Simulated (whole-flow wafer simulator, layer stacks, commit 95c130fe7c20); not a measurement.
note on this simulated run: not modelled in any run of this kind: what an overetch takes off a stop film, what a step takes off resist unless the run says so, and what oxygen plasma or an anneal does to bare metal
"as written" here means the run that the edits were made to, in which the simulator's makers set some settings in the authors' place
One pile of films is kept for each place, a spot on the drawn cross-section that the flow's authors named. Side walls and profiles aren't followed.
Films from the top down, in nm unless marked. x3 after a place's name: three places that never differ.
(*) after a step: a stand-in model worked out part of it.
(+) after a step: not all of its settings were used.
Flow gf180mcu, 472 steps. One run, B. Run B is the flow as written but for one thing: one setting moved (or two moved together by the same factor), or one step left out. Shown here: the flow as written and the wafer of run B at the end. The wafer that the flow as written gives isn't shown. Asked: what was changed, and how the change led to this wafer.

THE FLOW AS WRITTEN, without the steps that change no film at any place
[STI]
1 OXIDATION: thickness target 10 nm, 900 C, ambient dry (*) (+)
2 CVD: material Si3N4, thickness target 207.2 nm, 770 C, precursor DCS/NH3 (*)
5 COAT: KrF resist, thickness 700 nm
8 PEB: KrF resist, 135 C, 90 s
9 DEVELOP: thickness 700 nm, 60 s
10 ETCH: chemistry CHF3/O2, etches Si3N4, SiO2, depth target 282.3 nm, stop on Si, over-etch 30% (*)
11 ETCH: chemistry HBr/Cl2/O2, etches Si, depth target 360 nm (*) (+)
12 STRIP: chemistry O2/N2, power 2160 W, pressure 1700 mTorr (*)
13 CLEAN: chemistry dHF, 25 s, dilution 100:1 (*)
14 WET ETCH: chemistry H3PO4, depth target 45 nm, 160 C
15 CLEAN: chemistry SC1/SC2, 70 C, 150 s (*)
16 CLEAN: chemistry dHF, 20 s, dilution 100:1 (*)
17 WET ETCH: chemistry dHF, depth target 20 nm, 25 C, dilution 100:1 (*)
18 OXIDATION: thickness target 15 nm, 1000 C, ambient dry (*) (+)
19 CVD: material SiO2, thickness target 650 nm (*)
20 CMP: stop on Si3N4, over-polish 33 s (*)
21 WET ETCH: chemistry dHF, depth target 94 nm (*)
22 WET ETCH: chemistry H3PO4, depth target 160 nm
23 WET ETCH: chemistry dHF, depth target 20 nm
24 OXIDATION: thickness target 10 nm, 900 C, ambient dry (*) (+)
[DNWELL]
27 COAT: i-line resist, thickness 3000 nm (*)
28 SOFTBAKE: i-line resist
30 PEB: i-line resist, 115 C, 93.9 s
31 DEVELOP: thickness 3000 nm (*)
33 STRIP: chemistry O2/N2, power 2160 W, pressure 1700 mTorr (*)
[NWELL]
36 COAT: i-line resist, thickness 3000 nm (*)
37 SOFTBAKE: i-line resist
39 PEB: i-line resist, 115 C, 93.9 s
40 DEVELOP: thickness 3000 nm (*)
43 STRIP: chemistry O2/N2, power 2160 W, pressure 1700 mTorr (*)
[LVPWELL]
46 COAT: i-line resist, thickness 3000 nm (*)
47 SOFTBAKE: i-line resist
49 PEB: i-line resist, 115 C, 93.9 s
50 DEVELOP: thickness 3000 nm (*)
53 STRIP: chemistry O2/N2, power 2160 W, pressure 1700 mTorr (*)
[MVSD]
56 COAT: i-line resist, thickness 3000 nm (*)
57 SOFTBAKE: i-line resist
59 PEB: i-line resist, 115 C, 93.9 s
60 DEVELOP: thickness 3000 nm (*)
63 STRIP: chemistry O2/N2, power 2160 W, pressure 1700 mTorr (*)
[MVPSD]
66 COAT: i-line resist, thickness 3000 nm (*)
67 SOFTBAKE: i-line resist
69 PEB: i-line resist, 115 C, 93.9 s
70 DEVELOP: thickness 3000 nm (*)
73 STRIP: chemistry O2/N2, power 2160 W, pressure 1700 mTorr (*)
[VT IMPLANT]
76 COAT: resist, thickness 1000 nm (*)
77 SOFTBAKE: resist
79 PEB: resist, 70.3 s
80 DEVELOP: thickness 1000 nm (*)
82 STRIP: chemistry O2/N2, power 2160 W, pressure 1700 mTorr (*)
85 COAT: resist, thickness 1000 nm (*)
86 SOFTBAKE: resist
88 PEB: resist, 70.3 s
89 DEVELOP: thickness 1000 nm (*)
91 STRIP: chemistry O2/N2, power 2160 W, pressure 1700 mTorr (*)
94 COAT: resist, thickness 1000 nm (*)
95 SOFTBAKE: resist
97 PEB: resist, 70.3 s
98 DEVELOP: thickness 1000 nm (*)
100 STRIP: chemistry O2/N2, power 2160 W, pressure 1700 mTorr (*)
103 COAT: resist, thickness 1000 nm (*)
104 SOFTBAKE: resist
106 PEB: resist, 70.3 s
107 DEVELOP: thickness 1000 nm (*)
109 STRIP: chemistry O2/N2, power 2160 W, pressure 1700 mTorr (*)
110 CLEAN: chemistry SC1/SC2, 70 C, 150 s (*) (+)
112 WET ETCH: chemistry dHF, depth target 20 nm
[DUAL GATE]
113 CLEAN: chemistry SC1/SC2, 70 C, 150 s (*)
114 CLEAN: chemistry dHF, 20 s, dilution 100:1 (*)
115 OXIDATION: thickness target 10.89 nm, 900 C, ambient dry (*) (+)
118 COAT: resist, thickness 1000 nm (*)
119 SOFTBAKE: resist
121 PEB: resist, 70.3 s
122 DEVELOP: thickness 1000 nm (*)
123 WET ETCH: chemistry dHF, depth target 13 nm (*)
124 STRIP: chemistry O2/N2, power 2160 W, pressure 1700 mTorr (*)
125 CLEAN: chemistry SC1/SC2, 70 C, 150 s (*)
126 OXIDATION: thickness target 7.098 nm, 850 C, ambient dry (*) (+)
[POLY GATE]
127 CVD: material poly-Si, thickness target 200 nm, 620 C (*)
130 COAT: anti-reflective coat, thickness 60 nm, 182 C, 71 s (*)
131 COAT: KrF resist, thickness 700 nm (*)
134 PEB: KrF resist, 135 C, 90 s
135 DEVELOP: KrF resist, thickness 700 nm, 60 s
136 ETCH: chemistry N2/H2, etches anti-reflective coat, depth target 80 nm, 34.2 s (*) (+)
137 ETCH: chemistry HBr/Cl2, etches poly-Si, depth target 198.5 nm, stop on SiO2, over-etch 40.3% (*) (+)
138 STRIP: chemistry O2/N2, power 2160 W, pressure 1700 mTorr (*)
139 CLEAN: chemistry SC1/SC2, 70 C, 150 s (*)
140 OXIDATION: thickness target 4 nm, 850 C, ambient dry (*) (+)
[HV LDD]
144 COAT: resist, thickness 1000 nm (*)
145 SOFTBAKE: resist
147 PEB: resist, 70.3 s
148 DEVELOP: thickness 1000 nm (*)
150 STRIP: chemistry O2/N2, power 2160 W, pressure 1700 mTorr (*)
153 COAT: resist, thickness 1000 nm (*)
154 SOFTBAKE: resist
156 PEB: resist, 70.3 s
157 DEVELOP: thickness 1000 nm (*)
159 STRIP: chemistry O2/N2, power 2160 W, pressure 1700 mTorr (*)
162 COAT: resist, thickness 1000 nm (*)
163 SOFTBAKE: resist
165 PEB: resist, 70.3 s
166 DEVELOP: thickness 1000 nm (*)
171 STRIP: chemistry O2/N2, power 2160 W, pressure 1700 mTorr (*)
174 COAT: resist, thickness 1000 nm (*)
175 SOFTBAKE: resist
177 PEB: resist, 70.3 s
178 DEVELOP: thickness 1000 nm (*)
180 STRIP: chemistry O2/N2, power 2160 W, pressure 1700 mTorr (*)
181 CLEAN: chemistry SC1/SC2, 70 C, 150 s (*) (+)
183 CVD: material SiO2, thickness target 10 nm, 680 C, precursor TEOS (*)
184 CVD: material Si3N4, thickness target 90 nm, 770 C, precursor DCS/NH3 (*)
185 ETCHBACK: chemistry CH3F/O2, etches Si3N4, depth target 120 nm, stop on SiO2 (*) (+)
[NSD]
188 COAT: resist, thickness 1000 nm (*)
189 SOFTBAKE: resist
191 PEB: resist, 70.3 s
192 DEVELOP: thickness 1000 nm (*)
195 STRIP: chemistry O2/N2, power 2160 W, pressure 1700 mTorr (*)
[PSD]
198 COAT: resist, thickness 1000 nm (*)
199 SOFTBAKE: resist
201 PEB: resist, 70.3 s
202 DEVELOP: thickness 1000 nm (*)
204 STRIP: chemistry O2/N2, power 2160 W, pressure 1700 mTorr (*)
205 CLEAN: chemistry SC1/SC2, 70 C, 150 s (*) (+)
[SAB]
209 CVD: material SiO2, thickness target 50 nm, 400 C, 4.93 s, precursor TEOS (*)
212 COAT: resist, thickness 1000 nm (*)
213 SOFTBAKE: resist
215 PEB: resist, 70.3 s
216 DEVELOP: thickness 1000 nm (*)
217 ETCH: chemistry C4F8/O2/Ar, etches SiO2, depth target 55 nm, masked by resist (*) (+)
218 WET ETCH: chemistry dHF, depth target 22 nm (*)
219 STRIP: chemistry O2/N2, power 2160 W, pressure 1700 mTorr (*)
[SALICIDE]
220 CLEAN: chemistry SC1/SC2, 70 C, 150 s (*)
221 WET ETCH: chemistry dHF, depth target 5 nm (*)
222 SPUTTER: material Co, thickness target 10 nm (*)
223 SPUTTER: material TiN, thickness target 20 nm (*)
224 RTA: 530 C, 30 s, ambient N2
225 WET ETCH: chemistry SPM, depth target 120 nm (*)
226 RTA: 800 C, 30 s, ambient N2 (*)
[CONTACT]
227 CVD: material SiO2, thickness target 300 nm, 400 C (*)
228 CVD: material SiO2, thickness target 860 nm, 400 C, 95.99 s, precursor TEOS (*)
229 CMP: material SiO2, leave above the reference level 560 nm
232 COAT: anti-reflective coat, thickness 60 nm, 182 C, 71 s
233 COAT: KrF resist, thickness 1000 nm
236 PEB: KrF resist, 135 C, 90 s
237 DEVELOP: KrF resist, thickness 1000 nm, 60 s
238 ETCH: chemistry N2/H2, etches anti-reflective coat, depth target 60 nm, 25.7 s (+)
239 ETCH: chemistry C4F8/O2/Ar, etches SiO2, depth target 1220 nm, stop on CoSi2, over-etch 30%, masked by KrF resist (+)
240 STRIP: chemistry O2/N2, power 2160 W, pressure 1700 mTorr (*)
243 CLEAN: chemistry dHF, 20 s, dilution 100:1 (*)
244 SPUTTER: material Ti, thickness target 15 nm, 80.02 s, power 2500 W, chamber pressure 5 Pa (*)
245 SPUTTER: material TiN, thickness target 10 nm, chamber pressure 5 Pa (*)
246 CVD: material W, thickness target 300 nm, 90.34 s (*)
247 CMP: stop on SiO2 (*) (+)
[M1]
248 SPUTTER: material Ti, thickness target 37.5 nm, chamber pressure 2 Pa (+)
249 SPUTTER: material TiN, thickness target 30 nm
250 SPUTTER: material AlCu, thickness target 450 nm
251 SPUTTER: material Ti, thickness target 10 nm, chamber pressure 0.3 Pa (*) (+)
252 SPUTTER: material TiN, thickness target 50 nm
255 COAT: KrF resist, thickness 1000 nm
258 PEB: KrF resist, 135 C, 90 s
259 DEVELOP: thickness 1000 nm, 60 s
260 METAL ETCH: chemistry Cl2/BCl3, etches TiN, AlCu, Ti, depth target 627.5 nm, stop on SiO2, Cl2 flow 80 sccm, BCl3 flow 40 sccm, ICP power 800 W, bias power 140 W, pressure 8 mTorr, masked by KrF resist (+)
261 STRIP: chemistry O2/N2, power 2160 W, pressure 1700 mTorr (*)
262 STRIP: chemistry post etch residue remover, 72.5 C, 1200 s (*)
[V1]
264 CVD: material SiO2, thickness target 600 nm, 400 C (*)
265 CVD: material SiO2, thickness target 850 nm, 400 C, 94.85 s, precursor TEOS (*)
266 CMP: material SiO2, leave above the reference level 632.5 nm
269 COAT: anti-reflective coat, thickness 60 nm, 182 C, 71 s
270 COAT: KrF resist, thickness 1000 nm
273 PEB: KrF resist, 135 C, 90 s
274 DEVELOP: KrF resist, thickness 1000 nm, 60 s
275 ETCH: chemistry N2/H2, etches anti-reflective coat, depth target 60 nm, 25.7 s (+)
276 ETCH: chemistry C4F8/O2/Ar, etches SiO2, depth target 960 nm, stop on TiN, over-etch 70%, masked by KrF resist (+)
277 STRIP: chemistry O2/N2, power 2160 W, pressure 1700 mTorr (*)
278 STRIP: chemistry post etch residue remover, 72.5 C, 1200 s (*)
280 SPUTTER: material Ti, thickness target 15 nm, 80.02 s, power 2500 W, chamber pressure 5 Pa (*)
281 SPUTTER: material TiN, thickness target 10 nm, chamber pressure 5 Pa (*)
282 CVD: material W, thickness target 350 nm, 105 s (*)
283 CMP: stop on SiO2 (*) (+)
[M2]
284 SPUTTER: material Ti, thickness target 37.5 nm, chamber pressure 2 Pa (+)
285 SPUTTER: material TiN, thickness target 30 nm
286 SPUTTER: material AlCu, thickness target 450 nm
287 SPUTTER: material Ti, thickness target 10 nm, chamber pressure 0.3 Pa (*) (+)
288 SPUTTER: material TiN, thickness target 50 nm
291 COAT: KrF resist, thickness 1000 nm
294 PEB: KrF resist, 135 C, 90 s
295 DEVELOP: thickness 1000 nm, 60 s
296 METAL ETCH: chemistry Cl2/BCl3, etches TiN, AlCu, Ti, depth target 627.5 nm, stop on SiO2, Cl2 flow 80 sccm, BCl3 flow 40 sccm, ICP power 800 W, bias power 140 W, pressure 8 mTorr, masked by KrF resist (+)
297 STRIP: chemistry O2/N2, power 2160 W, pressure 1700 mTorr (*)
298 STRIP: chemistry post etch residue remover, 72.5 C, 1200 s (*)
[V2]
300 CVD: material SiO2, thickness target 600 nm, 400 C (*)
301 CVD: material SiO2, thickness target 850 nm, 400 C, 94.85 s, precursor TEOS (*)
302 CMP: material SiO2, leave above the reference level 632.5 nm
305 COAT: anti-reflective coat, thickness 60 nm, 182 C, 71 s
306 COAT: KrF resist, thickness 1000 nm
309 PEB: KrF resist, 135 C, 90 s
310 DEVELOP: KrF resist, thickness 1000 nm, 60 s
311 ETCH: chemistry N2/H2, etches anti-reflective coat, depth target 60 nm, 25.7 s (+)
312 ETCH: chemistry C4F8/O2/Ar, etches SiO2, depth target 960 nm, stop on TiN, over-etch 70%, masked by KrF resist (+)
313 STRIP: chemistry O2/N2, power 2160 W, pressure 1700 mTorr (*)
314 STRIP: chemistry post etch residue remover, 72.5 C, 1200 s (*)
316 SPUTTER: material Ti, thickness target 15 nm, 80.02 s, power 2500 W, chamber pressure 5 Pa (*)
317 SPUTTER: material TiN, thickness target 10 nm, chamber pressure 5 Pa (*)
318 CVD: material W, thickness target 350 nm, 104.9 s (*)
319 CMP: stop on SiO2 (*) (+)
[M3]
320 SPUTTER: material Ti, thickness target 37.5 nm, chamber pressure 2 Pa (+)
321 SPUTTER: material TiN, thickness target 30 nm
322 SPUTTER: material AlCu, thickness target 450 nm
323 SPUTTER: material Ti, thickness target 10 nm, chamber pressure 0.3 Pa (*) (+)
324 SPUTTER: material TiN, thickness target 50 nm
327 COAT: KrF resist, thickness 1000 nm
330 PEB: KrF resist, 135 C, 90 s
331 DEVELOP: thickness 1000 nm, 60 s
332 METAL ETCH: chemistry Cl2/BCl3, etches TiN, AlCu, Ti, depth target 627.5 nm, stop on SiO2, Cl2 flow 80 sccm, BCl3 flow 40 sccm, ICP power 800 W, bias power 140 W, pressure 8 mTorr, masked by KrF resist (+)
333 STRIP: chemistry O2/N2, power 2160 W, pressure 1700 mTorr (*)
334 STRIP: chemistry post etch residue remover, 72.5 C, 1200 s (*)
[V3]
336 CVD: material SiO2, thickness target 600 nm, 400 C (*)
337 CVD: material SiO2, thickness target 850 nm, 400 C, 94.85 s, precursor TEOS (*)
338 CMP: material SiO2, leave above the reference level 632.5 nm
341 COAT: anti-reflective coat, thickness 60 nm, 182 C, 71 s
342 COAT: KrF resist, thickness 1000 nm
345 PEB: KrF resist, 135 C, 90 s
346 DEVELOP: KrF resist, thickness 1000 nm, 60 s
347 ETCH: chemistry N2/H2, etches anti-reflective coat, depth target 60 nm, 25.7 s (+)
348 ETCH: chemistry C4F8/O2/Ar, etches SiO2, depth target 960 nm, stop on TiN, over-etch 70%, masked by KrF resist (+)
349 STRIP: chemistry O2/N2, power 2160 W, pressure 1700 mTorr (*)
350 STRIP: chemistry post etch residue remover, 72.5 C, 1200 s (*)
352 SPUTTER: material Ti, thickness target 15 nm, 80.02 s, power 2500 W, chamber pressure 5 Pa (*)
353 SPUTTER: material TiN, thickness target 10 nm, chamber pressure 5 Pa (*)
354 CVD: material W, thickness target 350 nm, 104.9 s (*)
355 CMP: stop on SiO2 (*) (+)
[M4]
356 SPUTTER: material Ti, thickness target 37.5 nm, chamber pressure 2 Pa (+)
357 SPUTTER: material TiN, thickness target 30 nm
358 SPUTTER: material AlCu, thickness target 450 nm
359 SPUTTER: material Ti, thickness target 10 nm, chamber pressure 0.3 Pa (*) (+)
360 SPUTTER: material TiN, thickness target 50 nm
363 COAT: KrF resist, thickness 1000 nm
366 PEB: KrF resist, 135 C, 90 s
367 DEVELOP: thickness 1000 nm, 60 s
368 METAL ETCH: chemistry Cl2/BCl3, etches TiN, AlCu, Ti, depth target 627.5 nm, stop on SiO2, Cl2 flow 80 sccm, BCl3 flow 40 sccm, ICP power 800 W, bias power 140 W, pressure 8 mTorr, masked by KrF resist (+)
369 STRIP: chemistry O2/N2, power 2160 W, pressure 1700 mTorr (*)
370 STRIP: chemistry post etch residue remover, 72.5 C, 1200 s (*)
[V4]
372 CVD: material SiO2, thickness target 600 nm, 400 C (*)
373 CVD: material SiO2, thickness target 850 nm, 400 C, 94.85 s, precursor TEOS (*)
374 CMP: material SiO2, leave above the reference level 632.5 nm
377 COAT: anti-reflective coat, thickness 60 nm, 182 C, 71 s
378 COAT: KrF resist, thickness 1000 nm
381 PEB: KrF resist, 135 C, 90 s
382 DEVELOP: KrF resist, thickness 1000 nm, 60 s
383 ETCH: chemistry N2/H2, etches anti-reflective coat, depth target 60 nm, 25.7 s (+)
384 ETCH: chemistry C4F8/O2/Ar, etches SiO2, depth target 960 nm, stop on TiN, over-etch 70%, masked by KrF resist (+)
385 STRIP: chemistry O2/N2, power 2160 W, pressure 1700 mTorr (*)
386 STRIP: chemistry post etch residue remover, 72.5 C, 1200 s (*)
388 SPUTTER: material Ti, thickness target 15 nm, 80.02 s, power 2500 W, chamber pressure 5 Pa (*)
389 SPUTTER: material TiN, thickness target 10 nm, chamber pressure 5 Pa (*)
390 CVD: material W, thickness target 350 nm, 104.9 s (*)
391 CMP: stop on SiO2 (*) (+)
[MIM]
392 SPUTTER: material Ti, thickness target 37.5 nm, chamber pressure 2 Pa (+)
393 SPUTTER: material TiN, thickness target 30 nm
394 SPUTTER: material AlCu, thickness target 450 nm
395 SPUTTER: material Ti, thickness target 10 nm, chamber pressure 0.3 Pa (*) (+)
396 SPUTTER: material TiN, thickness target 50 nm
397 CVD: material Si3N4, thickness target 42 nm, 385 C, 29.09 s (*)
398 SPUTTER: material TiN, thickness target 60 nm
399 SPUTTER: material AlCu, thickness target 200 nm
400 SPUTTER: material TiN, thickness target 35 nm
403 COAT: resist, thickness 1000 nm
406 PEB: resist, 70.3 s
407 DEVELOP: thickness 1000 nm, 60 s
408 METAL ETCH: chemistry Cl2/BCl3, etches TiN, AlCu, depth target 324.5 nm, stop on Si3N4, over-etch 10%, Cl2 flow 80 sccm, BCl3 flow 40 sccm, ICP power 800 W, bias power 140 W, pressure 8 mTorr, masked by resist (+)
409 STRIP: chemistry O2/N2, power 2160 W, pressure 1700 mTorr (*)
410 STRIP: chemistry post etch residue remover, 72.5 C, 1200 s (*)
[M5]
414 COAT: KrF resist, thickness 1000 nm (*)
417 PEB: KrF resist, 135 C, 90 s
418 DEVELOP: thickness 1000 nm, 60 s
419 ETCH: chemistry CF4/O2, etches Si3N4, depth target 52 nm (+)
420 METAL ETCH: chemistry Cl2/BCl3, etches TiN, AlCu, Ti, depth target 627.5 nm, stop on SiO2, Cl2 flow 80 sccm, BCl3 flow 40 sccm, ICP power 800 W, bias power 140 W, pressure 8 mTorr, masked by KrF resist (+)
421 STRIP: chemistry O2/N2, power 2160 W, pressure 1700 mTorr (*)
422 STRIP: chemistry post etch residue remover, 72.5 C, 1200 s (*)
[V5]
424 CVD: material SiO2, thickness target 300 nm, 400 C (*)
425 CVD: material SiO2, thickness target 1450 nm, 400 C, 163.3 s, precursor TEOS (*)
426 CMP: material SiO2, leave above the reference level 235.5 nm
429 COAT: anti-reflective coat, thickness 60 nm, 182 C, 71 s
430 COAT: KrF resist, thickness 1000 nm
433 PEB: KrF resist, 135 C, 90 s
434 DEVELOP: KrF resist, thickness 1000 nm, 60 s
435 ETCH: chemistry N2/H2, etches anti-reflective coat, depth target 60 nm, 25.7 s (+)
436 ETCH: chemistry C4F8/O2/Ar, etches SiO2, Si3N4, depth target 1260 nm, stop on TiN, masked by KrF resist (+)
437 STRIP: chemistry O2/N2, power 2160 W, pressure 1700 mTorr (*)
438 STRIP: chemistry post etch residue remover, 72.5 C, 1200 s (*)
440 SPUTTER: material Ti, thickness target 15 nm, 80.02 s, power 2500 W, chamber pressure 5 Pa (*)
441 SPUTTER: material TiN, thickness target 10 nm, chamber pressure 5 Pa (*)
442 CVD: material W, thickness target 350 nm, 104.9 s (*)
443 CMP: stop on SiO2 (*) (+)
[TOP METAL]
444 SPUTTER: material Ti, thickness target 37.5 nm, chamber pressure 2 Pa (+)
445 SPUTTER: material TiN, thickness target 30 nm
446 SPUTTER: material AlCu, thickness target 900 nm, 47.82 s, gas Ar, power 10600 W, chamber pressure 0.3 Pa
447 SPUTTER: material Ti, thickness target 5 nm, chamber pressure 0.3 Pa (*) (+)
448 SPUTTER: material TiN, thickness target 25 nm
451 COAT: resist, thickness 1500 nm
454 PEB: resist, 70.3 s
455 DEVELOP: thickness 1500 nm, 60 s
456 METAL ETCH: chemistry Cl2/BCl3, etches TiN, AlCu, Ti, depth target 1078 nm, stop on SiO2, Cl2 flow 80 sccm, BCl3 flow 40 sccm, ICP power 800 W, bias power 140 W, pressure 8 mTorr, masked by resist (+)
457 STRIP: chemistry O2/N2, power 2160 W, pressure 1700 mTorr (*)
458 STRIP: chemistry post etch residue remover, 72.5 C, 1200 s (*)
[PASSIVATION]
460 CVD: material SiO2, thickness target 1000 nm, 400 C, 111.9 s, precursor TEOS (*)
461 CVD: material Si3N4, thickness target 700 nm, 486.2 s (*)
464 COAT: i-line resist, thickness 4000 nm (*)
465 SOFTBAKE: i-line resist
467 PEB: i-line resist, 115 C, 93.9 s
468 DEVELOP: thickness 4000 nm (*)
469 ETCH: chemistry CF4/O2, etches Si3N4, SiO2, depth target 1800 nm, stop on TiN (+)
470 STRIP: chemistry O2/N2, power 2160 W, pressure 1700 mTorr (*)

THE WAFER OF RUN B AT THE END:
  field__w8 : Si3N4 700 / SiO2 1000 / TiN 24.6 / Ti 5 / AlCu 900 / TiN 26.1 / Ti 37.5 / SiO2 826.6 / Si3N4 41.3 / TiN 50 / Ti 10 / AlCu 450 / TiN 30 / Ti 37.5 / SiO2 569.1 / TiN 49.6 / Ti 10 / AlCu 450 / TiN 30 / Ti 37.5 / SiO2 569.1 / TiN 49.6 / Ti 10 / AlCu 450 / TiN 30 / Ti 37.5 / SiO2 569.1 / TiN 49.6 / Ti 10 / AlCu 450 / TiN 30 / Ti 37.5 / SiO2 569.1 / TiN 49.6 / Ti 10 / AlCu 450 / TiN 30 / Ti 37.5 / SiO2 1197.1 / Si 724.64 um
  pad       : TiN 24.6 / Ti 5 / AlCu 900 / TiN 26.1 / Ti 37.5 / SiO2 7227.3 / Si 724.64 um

The cause: step 445, SPUTTER: thickness target 26.1 nm was run, where the flow has thickness target 30 nm.
It can be read off the wafer: field__w8 has TiN 26.1, and step 445 as written asks for 30 nm.

How the change led to this, step by step:
  445 SPUTTER: material TiN, thickness target 30 nm
      field, field__w1, field__w2 and 109 more: TiN +26.1 (new film) (as written it would be: TiN +30 (new film))
  456 METAL ETCH: chemistry Cl2/BCl3, etches TiN, AlCu, Ti, depth target 1078 nm, stop on SiO2, Cl2 flow 80 sccm, BCl3 flow 40 sccm, ICP power 800 W, bias power 140 W, pressure 8 mTorr, masked by resist (+)
      field, field__w1, field__w2 and 103 more: TiN -25 (all of it), Ti -5 (all of it), AlCu -900 (all of it), TiN -26.1 (all of it), Ti -37.5 (all of it) (as written it would be: TiN -25 (all of it), Ti -5 (all of it), AlCu -900 (all of it), TiN -30 (all of it), Ti -37.5 (all of it))
